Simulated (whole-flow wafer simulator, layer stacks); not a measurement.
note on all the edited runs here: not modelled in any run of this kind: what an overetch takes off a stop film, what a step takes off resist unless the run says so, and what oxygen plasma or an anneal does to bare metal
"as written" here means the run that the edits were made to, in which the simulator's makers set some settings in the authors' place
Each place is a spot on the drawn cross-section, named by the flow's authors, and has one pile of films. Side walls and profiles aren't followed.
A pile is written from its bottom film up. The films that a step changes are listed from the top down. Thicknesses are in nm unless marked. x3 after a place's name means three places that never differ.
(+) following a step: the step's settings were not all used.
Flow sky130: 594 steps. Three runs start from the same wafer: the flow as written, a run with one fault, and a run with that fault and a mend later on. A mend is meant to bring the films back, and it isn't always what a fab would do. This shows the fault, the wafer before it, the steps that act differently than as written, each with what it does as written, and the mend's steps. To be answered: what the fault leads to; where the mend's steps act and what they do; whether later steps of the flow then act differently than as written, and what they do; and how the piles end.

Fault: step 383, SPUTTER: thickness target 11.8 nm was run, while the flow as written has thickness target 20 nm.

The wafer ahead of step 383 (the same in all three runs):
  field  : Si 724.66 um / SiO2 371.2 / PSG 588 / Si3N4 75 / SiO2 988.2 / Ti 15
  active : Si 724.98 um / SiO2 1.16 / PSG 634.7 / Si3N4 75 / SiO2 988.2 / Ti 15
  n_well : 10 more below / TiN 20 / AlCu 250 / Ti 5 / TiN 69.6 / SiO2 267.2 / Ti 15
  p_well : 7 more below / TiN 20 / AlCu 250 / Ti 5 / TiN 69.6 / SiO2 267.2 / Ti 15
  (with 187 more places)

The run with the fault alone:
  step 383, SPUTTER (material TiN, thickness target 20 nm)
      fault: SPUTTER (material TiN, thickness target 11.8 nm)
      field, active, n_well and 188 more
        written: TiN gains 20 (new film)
        fault: TiN gains 11.8 (new film)
  Steps later in the flow that act otherwise than as written (11 other steps are not shown; they differ only slightly, by no more than 2% or 0.5 nm, whichever is larger):
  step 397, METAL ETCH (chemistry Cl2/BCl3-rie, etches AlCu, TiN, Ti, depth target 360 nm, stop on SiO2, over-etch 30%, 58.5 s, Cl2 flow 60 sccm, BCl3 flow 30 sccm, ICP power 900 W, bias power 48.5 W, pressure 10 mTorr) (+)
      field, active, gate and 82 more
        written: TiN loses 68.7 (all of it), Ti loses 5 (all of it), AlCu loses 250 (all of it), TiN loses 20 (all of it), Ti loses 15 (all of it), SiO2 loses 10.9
        fault: TiN loses 68.7 (all of it), Ti loses 5 (all of it), AlCu loses 250 (all of it), TiN loses 11.8 (all of it), Ti loses 15 (all of it), SiO2 loses 11.8
  By the end, the piles at n_well, p_well, gate_hv and 103 more depart from the flow's by more than 2% or 0.5 nm, whichever is larger.
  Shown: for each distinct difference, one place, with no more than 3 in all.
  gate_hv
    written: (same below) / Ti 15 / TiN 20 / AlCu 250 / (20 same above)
    fault: (same below) / Ti 15 / TiN 11.8 / AlCu 250 / (20 same above)
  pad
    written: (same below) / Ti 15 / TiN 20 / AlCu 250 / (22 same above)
    fault: (same below) / Ti 15 / TiN 11.8 / AlCu 250 / (22 same above)
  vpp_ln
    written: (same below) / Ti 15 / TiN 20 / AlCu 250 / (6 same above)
    fault: (same below) / Ti 15 / TiN 11.8 / AlCu 250 / (6 same above)

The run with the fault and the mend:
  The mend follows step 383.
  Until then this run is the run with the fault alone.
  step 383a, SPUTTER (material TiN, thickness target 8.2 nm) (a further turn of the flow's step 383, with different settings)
      field, active, n_well and 188 more
        TiN gains 8.2
  Later steps of the flow that are run all act as written at every place that is followed.
  By the end, the piles equal the flow's at every place that both follow.
